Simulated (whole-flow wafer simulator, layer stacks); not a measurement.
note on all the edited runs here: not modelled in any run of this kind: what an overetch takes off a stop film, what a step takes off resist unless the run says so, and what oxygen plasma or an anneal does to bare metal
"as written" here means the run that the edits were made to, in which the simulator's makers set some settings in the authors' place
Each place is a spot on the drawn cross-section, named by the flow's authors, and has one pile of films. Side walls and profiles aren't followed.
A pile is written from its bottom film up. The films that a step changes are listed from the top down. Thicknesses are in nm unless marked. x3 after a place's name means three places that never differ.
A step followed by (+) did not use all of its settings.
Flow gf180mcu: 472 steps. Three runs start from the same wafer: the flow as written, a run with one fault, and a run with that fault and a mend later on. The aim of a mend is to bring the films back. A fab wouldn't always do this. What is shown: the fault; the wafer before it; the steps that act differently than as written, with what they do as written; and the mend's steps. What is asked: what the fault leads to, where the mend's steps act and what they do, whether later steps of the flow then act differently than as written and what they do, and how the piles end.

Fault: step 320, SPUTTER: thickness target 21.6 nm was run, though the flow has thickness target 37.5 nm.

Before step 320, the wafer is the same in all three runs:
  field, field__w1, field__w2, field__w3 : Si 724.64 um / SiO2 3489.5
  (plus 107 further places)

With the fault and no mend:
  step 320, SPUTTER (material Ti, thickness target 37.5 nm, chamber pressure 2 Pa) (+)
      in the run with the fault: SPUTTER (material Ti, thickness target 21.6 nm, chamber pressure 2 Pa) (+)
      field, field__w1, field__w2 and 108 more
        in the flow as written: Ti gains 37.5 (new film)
        in the run with the fault: Ti gains 21.6 (new film)
  Later steps of the flow acting differently than as written:
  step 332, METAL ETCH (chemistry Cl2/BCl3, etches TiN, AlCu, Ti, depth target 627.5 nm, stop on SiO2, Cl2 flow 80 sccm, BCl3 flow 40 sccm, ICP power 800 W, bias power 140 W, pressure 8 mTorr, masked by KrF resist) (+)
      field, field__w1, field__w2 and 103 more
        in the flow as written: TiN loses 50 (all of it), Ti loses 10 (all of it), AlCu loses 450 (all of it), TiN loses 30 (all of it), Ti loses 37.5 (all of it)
        in the run with the fault: TiN loses 50 (all of it), Ti loses 10 (all of it), AlCu loses 450 (all of it), TiN loses 30 (all of it), Ti loses 21.6 (all of it)
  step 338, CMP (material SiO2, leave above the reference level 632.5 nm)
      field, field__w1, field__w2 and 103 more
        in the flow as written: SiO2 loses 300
        in the run with the fault: SiO2 loses 315.9
  At field__w8, contact, m1, m1__w1, m1_nw, the piles at the end differ from the flow's by more than 2% or 0.5 nm, whichever is larger.
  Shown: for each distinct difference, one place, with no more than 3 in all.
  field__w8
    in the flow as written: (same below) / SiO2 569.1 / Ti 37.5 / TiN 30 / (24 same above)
    in the run with the fault: (same below) / SiO2 569.1 / Ti 21.6 / TiN 30 / (24 same above)
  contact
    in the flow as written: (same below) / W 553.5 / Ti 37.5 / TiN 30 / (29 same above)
    in the run with the fault: (same below) / W 553.5 / Ti 21.6 / TiN 30 / (29 same above)

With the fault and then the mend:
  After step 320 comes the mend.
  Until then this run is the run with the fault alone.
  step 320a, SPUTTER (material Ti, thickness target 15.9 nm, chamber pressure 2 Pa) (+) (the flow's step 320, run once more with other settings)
      field, field__w1, field__w2 and 108 more
        Ti gains 15.9
  None of the later steps of the flow acts differently than as written at any place that is followed.
  The piles end the same as the flow's at every place that both follow.
